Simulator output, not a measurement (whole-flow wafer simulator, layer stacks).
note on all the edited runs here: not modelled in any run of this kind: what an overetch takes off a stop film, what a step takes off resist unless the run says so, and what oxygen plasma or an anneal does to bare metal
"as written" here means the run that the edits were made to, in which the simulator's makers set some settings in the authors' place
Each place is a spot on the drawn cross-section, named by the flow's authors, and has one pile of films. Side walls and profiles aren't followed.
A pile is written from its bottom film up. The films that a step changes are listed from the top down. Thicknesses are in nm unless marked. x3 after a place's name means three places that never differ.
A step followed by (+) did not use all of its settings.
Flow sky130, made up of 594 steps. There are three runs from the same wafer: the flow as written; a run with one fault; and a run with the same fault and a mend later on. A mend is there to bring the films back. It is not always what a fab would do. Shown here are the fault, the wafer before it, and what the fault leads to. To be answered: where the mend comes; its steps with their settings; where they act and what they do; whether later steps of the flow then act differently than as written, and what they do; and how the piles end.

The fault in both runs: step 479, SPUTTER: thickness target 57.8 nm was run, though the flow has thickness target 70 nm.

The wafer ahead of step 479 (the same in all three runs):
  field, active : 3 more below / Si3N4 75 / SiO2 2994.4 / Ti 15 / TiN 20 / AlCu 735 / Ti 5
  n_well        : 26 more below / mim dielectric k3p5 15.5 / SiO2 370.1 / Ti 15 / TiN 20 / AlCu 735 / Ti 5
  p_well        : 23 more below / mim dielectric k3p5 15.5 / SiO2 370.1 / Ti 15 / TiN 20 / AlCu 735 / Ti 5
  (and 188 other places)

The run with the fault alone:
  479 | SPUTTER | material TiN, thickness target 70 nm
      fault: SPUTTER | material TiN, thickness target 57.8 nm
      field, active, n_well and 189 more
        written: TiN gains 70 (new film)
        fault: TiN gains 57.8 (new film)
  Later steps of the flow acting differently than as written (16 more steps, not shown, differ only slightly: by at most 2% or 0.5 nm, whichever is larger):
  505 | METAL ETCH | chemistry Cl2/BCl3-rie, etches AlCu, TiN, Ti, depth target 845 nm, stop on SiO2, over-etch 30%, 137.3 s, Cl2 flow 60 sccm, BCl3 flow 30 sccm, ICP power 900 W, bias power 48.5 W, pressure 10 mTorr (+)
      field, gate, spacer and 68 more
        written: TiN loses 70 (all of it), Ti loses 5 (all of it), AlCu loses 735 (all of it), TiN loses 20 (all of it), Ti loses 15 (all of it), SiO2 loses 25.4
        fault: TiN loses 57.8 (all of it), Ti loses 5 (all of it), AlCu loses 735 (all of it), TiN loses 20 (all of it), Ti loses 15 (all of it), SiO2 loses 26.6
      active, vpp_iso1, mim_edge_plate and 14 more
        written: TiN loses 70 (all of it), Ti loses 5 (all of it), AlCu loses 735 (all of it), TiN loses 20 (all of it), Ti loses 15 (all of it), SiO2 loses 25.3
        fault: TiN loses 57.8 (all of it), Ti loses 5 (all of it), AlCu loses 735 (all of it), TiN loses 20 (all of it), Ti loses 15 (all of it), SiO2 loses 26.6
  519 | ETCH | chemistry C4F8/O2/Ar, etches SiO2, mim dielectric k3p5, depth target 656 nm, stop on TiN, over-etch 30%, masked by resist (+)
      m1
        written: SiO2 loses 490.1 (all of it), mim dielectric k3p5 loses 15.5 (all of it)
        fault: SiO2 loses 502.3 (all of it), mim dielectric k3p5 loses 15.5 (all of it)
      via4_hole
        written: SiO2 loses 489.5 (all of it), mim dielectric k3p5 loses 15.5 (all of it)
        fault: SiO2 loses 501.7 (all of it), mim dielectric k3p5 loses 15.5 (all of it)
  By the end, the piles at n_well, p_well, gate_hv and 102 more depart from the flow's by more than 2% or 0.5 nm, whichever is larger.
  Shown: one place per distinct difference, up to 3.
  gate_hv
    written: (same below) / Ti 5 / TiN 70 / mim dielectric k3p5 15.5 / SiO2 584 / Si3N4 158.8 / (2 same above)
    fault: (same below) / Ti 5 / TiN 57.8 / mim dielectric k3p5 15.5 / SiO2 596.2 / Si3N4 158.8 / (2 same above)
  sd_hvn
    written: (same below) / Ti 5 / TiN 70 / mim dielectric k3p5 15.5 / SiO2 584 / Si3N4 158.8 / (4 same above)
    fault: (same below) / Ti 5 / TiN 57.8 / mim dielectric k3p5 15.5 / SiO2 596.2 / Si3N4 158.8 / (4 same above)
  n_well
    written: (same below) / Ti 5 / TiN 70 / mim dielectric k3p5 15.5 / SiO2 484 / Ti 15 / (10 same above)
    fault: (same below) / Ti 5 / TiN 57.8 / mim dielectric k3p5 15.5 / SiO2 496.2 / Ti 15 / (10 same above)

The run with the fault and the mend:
  The mend stands after step 479.
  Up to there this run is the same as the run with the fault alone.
  479a | SPUTTER | material TiN, thickness target 12.2 nm (the flow's step 479, run once more with other settings)
      field, active, n_well and 189 more
        TiN gains 12.2
  None of the later steps of the flow acts differently than as written at any place that is followed.
  By the end, the piles equal the flow's at every place that both follow.
